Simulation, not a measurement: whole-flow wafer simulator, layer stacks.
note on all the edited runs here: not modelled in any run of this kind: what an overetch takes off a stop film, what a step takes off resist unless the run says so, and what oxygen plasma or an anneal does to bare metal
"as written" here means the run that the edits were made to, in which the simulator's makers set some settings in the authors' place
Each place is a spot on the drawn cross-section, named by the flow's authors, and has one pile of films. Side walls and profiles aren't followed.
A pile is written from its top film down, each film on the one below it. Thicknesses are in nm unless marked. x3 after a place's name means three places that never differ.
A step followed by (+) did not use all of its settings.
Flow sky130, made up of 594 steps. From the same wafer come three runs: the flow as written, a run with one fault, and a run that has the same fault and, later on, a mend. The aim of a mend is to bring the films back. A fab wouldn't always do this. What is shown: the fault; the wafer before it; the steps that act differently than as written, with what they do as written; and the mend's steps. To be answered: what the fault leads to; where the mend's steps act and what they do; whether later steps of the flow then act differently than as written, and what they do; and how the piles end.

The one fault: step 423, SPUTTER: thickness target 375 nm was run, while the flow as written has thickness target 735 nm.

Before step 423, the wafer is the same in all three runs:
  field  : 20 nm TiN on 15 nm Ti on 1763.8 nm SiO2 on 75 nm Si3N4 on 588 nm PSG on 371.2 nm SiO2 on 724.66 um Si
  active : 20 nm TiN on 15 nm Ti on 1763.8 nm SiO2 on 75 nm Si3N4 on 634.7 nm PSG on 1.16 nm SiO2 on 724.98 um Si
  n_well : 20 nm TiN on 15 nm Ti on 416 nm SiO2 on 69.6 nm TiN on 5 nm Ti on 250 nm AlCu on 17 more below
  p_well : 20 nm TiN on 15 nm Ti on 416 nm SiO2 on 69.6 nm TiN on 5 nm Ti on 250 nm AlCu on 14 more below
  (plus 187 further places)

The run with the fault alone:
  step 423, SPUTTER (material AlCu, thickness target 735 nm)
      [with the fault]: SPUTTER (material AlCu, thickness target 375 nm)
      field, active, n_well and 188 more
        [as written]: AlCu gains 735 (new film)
        [with the fault]: AlCu gains 375 (new film)
  Steps later in the flow that act otherwise than as written (1 other step is not shown; it differs only slightly, by no more than 2% or 0.5 nm, whichever is larger):
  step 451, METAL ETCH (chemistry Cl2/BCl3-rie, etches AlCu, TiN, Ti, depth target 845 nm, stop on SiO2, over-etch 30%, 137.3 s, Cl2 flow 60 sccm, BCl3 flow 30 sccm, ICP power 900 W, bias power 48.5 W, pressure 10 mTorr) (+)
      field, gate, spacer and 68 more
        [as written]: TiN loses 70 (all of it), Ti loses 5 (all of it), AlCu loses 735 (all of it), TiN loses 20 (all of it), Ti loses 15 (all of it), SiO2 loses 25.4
        [with the fault]: TiN loses 70 (all of it), Ti loses 5 (all of it), AlCu loses 375 (all of it), TiN loses 20 (all of it), Ti loses 15 (all of it), SiO2 loses 61.4
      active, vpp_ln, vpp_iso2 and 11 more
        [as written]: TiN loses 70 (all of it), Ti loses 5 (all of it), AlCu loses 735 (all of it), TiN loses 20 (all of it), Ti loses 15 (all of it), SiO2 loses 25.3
        [with the fault]: TiN loses 70 (all of it), Ti loses 5 (all of it), AlCu loses 375 (all of it), TiN loses 20 (all of it), Ti loses 15 (all of it), SiO2 loses 61.3
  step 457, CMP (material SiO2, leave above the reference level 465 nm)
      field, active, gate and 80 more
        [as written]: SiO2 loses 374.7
        [with the fault]: SiO2 loses 698.7
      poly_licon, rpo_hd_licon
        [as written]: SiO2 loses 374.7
        [with the fault]: SiO2 loses 698.6
  At field, active, n_well and 190 more, the piles at the end differ from the flow's by more than 2% or 0.5 nm, whichever is larger.
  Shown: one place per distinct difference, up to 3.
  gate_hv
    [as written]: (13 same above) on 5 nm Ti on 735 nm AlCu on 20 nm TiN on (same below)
    [with the fault]: (13 same above) on 5 nm Ti on 375 nm AlCu on 20 nm TiN on (same below)
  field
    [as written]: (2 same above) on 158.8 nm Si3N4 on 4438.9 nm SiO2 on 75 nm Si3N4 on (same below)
    [with the fault]: (2 same above) on 158.8 nm Si3N4 on 4078.9 nm SiO2 on 75 nm Si3N4 on (same below)
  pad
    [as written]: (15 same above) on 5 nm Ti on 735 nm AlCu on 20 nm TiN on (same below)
    [with the fault]: (15 same above) on 5 nm Ti on 375 nm AlCu on 20 nm TiN on (same below)

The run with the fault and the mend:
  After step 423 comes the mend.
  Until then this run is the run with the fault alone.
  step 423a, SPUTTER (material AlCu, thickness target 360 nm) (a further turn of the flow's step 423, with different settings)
      field, active, n_well and 188 more
        AlCu gains 360
  Later steps of the flow that are run all act as written at every place that is followed.
  By the end, the piles equal the flow's at every place that both follow.
